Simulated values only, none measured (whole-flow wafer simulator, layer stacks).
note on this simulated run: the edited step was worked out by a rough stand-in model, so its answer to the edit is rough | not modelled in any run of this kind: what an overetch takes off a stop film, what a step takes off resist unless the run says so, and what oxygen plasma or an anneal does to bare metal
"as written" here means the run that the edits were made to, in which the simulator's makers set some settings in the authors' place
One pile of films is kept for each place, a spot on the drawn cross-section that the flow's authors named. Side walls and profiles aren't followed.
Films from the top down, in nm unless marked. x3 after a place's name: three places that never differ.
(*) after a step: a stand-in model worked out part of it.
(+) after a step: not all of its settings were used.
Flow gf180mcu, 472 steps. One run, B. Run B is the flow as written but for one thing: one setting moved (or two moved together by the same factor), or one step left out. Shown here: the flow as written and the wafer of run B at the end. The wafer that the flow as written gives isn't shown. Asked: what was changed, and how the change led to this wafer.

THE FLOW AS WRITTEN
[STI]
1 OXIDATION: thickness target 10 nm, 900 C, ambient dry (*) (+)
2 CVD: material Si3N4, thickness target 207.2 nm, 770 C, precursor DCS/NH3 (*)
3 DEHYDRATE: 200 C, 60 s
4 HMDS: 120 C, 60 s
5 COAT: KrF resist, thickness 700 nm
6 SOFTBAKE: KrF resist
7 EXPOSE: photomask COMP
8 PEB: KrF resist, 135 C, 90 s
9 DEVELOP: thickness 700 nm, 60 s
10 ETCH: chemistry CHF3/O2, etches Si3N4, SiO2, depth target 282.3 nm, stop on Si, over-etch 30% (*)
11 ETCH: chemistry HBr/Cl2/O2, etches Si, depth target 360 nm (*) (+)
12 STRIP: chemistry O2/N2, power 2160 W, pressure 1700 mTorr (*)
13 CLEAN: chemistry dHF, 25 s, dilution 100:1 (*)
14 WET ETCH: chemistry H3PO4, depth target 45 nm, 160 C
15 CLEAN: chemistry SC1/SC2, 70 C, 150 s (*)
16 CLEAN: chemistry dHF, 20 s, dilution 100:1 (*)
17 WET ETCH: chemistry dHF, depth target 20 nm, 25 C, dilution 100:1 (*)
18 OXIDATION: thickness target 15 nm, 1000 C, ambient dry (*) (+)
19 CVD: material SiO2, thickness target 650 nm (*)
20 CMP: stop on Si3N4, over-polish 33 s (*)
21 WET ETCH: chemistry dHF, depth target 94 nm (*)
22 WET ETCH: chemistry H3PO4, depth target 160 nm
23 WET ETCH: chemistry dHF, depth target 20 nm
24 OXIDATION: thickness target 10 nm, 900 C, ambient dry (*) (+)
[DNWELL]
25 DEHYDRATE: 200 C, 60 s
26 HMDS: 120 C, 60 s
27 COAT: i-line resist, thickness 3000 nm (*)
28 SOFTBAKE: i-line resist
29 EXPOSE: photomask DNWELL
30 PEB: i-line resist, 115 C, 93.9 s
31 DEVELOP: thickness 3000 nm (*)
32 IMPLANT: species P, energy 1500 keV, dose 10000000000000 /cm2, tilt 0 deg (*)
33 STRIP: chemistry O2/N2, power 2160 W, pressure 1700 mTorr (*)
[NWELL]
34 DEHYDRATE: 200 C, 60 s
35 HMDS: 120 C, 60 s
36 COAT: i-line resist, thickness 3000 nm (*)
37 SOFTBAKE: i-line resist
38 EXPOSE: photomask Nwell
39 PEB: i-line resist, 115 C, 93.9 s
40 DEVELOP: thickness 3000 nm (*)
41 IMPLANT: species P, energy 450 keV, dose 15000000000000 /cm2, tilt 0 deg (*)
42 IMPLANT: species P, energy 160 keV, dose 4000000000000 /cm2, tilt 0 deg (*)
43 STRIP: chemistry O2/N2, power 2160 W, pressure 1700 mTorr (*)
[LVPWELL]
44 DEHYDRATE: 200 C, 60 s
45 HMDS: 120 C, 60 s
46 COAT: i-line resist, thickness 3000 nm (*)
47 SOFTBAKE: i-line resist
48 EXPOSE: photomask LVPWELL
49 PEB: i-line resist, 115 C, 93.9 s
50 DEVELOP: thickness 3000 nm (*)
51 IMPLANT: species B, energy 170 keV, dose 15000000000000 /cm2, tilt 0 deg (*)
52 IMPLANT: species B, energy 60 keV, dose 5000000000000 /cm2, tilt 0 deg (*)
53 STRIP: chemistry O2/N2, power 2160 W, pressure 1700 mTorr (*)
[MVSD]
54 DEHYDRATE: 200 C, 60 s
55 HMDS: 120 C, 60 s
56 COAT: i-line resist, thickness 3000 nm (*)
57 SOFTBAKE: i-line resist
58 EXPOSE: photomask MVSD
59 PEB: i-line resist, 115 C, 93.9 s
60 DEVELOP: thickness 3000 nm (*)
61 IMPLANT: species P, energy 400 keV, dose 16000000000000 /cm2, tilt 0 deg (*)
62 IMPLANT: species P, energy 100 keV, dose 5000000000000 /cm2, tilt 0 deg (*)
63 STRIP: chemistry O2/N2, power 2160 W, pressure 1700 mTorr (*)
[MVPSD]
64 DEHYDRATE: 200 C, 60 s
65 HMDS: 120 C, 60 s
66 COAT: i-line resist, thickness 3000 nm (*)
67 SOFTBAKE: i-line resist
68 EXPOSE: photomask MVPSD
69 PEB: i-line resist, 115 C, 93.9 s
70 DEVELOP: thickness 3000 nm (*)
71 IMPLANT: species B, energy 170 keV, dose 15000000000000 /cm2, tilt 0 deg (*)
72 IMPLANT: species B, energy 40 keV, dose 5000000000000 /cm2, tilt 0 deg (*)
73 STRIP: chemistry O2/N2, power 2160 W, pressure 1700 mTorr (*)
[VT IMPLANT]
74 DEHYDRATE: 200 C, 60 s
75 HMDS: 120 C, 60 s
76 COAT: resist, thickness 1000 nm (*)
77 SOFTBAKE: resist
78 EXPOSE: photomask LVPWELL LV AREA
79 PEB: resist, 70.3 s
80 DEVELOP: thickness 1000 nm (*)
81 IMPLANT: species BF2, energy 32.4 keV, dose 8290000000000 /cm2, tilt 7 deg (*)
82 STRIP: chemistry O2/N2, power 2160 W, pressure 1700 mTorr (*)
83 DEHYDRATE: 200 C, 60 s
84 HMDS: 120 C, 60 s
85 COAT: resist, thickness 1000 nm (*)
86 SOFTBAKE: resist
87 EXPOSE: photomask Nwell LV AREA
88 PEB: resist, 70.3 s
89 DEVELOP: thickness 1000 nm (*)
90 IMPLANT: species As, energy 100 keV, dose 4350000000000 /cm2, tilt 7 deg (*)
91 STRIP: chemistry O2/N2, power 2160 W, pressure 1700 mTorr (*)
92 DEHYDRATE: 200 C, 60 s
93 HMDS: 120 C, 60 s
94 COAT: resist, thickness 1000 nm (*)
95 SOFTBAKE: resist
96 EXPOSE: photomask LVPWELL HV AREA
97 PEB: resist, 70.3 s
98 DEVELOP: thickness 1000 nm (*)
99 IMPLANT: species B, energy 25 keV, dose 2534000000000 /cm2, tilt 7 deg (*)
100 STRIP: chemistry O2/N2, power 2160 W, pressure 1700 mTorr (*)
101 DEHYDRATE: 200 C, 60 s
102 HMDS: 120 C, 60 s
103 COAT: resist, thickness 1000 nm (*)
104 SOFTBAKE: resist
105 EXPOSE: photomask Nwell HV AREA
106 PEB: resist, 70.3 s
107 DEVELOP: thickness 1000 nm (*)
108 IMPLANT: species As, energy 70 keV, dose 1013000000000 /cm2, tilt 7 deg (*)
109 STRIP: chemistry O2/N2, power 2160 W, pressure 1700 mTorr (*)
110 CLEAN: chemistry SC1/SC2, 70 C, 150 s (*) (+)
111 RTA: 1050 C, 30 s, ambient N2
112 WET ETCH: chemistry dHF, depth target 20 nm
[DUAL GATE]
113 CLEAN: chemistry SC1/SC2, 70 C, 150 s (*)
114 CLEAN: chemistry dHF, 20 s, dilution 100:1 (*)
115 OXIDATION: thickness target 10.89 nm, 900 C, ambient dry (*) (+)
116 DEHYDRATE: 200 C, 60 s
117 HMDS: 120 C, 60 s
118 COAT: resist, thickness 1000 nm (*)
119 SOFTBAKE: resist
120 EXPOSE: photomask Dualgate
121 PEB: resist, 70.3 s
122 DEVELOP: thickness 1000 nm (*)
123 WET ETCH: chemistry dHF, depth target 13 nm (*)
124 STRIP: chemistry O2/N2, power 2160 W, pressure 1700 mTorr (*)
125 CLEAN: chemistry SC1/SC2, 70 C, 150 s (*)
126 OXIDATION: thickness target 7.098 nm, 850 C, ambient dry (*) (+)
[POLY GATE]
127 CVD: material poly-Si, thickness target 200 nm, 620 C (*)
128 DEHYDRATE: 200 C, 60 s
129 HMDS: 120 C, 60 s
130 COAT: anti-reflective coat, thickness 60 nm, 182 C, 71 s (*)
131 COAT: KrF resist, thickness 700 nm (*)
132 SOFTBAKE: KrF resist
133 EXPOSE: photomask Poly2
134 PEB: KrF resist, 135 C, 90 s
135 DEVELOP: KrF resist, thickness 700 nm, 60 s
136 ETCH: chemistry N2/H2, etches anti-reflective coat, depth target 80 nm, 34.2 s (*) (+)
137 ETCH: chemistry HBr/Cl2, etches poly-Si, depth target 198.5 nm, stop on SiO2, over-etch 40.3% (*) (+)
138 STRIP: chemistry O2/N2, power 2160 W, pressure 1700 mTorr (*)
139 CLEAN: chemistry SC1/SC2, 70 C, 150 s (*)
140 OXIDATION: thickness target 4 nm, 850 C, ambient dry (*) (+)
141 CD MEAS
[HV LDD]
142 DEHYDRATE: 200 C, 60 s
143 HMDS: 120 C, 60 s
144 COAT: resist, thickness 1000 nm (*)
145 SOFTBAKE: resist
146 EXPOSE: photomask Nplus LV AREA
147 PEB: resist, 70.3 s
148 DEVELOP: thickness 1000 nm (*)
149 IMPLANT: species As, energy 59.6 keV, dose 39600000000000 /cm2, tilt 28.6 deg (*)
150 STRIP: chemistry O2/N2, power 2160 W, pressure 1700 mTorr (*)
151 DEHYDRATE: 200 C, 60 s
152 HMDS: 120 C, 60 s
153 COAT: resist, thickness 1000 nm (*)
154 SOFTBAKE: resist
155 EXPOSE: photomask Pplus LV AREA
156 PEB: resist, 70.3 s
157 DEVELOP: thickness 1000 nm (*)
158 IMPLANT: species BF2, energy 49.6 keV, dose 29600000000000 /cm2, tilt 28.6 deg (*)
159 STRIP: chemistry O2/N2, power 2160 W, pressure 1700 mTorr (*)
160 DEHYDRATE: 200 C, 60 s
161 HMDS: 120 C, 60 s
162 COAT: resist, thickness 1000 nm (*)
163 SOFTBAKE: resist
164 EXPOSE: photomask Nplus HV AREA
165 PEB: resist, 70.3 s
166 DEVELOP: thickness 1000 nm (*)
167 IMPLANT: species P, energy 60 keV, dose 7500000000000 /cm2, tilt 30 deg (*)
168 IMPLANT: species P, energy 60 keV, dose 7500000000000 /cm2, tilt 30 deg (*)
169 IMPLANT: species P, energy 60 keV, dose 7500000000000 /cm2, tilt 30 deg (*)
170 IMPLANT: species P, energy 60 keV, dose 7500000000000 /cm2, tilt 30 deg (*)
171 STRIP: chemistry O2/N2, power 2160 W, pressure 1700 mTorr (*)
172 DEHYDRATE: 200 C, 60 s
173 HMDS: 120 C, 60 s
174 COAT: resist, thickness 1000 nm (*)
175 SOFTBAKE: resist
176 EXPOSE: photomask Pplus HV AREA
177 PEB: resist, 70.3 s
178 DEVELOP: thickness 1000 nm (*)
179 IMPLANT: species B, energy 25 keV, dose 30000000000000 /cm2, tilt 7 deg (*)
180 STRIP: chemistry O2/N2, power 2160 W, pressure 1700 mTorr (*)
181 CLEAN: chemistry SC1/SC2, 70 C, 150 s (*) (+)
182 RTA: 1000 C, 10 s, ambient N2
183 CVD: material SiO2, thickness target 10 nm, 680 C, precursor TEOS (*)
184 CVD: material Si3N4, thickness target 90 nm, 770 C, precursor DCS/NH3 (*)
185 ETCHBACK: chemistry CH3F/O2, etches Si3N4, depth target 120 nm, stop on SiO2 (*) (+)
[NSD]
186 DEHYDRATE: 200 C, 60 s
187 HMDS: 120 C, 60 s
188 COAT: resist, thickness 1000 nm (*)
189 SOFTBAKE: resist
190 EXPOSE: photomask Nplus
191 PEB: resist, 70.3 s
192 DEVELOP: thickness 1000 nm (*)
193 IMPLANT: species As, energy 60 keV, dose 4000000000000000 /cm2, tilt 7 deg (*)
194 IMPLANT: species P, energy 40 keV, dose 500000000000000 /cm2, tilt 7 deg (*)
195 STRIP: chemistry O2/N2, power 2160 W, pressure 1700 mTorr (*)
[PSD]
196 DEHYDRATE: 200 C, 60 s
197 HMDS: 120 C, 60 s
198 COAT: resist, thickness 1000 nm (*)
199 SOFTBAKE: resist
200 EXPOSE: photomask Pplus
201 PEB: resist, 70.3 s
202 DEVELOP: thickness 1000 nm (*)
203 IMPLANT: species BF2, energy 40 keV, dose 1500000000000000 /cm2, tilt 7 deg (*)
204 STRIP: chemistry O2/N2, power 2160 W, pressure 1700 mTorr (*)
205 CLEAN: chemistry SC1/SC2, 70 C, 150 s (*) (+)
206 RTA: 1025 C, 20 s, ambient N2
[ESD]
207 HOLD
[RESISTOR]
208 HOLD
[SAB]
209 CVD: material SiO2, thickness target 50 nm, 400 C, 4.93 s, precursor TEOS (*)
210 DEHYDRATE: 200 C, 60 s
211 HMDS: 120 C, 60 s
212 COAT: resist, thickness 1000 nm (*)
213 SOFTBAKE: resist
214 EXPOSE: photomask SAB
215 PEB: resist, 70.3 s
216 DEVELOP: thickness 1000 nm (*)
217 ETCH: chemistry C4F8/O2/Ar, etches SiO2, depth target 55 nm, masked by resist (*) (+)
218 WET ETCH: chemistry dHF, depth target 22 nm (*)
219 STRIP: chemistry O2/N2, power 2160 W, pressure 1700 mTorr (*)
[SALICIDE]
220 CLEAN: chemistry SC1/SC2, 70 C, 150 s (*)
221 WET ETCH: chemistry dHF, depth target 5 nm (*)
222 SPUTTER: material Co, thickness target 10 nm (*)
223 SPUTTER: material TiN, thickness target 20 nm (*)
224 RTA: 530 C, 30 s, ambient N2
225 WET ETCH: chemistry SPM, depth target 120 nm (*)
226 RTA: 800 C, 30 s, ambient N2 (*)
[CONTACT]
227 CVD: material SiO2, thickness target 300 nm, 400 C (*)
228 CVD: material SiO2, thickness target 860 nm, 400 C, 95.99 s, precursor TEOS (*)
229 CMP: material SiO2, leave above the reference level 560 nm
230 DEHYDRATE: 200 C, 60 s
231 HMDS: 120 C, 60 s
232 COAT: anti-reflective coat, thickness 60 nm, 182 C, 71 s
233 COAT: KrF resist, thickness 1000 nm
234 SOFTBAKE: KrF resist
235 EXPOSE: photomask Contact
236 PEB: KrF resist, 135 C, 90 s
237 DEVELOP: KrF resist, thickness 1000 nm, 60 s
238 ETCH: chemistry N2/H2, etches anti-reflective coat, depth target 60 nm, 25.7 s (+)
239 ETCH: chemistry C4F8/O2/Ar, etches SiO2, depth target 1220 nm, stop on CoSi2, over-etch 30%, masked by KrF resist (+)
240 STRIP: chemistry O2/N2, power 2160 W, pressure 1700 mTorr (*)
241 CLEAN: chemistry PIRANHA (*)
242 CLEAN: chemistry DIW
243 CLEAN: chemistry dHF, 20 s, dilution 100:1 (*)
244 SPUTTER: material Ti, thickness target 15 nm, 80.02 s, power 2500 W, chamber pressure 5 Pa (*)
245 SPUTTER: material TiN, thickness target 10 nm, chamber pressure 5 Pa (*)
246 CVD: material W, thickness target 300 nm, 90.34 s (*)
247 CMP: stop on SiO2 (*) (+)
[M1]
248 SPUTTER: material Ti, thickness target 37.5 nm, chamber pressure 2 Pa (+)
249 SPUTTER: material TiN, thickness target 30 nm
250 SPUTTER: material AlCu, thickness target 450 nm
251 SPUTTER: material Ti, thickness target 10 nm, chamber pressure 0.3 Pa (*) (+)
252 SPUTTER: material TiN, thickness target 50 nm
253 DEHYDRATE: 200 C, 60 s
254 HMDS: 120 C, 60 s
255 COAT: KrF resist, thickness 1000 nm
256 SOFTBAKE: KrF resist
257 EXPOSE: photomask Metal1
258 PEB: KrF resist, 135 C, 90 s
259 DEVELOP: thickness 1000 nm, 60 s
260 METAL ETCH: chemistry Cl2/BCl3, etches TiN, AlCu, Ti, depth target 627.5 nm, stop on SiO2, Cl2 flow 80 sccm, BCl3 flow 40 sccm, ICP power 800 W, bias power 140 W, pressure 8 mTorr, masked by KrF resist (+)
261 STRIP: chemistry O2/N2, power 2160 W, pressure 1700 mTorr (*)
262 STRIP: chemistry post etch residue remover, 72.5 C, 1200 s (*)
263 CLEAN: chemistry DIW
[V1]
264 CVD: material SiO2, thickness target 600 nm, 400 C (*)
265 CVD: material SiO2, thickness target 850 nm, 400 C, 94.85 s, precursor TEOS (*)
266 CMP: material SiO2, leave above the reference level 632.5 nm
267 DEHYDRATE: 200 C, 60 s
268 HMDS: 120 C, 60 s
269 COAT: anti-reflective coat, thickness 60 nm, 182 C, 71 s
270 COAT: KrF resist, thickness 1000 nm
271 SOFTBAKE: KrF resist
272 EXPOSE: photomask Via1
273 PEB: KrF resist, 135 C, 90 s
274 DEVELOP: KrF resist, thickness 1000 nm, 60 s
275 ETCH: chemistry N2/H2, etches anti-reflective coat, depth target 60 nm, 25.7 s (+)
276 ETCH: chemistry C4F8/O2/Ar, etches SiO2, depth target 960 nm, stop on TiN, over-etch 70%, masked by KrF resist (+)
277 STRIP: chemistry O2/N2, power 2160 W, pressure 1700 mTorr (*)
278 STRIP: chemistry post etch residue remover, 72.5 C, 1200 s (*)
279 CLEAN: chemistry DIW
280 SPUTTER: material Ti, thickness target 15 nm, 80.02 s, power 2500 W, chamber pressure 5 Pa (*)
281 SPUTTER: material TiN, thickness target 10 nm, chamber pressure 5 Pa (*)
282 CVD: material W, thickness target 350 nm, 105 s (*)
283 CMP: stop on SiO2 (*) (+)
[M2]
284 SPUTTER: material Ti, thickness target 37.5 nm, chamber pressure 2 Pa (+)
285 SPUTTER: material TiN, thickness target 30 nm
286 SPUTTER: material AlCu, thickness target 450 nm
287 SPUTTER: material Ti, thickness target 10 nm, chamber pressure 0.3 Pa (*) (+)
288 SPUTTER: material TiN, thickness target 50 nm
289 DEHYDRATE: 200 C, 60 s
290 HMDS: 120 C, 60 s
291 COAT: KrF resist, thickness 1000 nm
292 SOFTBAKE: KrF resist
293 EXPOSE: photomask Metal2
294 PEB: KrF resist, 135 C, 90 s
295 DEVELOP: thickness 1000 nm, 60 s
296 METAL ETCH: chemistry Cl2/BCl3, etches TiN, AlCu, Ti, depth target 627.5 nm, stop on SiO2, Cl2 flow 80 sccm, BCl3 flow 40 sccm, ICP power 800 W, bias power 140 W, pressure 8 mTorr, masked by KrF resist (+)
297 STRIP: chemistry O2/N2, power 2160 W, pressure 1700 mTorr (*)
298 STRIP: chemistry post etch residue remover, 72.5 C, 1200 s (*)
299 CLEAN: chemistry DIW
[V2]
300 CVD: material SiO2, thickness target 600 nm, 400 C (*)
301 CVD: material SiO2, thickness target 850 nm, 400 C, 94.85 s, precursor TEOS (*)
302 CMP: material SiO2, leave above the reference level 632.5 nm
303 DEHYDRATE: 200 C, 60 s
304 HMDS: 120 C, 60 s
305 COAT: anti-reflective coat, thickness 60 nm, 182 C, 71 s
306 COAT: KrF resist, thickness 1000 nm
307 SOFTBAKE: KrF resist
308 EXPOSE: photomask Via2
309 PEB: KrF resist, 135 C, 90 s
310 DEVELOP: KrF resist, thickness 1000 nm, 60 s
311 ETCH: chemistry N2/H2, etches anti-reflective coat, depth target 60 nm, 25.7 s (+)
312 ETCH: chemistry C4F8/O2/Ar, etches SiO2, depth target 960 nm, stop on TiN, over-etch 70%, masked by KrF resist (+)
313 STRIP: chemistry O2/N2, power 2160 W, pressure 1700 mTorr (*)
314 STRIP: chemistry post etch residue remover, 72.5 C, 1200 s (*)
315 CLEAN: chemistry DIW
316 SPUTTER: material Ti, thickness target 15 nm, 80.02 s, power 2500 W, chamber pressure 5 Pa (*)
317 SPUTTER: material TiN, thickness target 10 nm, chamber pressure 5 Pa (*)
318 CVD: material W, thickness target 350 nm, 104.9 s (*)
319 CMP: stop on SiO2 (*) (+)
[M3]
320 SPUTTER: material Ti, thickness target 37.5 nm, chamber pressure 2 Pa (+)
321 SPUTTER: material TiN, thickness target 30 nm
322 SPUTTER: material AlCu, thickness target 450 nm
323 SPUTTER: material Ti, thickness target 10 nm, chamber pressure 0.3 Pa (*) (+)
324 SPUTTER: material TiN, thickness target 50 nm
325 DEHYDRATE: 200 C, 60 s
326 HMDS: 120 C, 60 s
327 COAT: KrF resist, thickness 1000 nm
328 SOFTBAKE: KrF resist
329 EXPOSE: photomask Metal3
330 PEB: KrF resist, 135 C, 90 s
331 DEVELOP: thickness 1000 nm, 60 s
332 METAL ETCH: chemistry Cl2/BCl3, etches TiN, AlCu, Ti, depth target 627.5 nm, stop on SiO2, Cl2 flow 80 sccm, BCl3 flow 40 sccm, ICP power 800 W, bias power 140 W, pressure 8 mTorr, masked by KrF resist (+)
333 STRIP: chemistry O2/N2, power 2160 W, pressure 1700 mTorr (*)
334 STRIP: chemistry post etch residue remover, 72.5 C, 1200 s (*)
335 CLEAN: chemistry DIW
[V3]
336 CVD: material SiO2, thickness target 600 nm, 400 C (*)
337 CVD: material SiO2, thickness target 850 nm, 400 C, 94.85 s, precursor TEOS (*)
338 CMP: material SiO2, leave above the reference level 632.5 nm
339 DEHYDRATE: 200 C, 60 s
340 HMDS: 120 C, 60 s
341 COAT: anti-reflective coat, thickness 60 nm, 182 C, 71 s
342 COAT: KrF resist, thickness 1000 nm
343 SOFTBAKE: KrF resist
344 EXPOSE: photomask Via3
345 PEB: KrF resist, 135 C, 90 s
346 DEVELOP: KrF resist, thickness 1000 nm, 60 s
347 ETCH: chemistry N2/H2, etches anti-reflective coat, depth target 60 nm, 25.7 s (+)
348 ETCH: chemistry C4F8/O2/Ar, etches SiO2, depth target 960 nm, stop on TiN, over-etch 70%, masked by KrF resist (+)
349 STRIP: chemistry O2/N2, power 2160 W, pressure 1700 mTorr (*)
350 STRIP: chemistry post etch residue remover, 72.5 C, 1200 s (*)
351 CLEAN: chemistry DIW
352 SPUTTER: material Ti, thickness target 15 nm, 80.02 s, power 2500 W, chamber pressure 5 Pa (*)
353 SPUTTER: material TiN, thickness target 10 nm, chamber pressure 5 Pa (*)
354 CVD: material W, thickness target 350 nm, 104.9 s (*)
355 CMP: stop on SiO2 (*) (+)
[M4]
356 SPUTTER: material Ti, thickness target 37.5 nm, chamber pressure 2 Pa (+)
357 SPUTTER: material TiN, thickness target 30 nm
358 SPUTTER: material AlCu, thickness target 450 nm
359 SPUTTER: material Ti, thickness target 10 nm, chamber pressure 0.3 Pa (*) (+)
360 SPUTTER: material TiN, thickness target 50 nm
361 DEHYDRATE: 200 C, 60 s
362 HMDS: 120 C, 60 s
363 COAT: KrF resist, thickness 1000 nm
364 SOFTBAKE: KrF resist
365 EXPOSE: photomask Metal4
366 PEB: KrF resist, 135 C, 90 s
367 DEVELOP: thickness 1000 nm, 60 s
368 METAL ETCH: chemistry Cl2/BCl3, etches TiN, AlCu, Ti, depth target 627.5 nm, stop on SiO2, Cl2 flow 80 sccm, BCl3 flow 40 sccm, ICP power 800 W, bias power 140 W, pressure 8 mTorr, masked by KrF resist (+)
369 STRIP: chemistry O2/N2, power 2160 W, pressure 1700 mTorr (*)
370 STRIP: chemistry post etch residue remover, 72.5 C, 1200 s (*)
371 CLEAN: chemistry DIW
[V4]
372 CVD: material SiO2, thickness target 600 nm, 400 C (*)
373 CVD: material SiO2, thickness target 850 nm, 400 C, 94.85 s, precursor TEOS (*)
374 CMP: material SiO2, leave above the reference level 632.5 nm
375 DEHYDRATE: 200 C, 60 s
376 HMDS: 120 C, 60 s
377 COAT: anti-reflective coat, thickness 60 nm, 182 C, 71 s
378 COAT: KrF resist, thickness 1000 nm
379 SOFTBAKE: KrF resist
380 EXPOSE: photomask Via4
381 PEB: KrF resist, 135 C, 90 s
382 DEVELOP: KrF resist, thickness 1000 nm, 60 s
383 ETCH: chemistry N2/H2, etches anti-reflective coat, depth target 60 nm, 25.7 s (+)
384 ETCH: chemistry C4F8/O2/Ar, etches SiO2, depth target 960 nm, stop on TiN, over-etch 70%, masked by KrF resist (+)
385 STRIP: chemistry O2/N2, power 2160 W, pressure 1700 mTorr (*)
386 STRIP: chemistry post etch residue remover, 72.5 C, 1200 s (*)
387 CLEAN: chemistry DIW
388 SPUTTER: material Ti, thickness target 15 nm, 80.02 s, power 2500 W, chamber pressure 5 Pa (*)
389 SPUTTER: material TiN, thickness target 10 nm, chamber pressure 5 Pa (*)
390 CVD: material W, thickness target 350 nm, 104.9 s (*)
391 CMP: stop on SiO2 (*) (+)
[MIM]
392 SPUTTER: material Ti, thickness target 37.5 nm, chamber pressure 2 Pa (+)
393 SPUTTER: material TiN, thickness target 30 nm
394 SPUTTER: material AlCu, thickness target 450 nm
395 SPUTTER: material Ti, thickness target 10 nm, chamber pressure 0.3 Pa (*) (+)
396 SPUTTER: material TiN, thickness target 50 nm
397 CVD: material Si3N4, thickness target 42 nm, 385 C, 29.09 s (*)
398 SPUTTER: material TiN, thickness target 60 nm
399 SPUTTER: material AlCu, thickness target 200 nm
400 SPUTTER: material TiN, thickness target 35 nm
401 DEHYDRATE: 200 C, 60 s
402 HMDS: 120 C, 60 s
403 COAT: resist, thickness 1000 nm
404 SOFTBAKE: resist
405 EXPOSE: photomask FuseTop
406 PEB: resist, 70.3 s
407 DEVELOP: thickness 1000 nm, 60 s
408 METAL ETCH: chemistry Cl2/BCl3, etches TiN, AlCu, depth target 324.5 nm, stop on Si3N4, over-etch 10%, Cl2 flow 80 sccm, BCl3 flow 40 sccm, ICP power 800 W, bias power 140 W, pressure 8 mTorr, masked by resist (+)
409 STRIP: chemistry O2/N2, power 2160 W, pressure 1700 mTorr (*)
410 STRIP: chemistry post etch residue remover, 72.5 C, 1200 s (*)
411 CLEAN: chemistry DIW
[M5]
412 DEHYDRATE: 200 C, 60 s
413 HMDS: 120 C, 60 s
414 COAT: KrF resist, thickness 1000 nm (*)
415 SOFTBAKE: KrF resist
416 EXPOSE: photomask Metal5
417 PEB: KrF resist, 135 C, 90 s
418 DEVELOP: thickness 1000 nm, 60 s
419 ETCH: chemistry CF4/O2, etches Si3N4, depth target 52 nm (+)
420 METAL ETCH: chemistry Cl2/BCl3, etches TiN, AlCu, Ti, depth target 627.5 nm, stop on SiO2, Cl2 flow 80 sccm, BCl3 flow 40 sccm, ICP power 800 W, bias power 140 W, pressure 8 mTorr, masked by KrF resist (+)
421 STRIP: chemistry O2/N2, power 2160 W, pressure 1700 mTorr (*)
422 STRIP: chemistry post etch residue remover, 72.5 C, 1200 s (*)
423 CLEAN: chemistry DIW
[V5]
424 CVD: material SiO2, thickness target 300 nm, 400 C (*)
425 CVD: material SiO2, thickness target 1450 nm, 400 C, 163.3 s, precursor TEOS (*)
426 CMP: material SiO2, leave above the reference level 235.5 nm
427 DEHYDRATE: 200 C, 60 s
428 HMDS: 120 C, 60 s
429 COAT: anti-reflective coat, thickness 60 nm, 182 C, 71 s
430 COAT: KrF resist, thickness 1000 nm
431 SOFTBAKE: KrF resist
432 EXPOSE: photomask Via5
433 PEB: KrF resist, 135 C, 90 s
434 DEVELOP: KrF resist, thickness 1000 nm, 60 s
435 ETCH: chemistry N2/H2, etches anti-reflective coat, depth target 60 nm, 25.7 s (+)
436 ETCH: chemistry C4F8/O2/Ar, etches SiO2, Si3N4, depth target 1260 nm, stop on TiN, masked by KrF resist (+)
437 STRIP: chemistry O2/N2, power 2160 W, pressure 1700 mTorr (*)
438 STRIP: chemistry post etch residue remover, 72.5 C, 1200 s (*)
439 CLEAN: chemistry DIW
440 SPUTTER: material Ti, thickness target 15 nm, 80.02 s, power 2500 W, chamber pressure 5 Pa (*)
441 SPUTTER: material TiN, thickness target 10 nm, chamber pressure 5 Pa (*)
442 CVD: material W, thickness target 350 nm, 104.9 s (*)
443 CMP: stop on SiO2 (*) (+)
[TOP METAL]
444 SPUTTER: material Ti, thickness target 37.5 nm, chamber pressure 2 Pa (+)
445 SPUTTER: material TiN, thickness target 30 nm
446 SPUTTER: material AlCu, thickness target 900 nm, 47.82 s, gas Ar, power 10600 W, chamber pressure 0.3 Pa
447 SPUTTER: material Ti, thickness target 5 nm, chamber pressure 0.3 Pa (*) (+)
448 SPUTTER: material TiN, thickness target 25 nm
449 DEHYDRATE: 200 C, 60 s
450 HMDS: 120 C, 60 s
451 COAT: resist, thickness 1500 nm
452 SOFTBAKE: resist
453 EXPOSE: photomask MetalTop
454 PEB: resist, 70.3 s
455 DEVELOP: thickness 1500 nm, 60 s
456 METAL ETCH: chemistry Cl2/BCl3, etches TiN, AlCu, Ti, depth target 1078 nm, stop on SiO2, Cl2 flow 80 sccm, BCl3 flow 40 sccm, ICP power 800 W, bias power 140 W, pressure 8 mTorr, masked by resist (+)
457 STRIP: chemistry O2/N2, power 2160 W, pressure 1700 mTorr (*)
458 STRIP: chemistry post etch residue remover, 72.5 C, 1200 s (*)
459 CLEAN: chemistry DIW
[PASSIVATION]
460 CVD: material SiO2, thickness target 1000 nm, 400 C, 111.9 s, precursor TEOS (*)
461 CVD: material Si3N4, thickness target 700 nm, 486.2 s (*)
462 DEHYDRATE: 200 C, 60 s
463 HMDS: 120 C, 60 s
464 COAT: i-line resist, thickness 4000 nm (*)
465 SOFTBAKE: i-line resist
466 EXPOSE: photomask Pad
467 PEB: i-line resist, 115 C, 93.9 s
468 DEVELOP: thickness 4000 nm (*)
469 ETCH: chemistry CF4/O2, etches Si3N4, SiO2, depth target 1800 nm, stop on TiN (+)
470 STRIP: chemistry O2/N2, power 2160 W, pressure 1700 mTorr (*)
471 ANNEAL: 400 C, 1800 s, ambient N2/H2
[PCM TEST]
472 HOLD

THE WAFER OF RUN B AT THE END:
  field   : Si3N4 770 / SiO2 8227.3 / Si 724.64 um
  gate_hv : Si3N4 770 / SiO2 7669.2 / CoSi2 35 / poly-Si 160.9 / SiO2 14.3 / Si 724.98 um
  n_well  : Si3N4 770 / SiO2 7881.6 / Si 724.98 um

The cause: step 461, CVD: thickness target 770 nm was run, where the flow has thickness target 700 nm; step 461, CVD: 534.8 s was run, where the flow has 486.2 s.
It can be read off the wafer: field has Si3N4 770, and step 461 as written asks for 700 nm.

How the change led to this, step by step:
  461 CVD: material Si3N4, thickness target 700 nm, 486.2 s (*)
      field, field__w1, field__w2 and 109 more: Si3N4 +770 (new film) (as written it would be: Si3N4 +700 (new film))
  469 ETCH: chemistry CF4/O2, etches Si3N4, SiO2, depth target 1800 nm, stop on TiN (+)
      pad: Si3N4 -770 (all of it), SiO2 -1000 (all of it) (as written it would be: Si3N4 -700 (all of it), SiO2 -1000 (all of it))
